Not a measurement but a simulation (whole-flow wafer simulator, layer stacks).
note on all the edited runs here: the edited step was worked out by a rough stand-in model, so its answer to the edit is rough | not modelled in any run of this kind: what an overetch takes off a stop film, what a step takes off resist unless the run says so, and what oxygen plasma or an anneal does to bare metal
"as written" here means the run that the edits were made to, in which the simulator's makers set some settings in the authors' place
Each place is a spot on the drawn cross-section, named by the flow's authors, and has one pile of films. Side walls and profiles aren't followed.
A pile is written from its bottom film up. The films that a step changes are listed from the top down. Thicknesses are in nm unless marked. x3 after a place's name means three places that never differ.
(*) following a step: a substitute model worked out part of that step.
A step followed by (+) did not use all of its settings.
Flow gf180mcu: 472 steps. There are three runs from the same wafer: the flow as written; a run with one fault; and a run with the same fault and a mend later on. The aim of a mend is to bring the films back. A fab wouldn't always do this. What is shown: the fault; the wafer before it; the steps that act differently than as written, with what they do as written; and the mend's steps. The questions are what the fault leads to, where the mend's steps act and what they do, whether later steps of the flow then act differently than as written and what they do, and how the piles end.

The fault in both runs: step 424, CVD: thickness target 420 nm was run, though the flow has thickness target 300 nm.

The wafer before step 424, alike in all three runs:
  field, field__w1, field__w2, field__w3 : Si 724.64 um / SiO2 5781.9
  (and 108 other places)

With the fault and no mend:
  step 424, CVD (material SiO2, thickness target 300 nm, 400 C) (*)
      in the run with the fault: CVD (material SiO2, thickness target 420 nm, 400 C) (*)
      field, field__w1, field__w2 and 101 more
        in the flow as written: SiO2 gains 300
        in the run with the fault: SiO2 gains 420
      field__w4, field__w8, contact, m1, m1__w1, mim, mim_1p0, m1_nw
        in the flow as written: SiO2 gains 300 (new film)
        in the run with the fault: SiO2 gains 420 (new film)
  Later steps of the flow acting differently than as written (1 more step, not shown, differs only slightly: by at most 2% or 0.5 nm, whichever is larger):
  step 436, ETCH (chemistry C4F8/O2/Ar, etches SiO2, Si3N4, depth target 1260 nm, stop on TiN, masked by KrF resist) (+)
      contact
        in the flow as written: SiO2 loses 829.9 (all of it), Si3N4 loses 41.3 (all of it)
        in the run with the fault: SiO2 loses 949.9 (all of it), Si3N4 loses 41.3 (all of it)
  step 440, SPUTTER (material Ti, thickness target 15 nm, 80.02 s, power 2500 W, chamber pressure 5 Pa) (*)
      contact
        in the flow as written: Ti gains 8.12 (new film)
        in the run with the fault: Ti gains 7.58 (new film)
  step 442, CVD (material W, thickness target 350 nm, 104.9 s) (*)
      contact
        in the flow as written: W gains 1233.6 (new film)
        in the run with the fault: W gains 1354.5 (new film)
  At field__w4, field__w8, contact, m1, m1__w1, mim, mim_1p0, m1_nw, the piles at the end differ from the flow's by more than 2% or 0.5 nm, whichever is larger.
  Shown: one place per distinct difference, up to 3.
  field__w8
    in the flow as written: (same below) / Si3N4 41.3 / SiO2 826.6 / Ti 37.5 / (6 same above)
    in the run with the fault: (same below) / Si3N4 41.3 / SiO2 946.6 / Ti 37.5 / (6 same above)
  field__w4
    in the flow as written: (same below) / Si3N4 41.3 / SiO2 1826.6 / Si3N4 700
    in the run with the fault: (same below) / Si3N4 41.3 / SiO2 1946.6 / Si3N4 700
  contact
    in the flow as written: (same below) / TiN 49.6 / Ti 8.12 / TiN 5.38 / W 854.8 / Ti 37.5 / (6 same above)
    in the run with the fault: (same below) / TiN 49.6 / Ti 7.58 / TiN 5.02 / W 975.7 / Ti 37.5 / (6 same above)

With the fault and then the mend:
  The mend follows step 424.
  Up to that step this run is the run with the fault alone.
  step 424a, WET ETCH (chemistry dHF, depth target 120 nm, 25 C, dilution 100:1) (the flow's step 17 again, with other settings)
      field, field__w1, field__w2 and 109 more
        SiO2 loses 120
  Later steps of the flow that are run all act as written at every place that is followed.
  At every place that both follow, the piles at the end match the flow's.
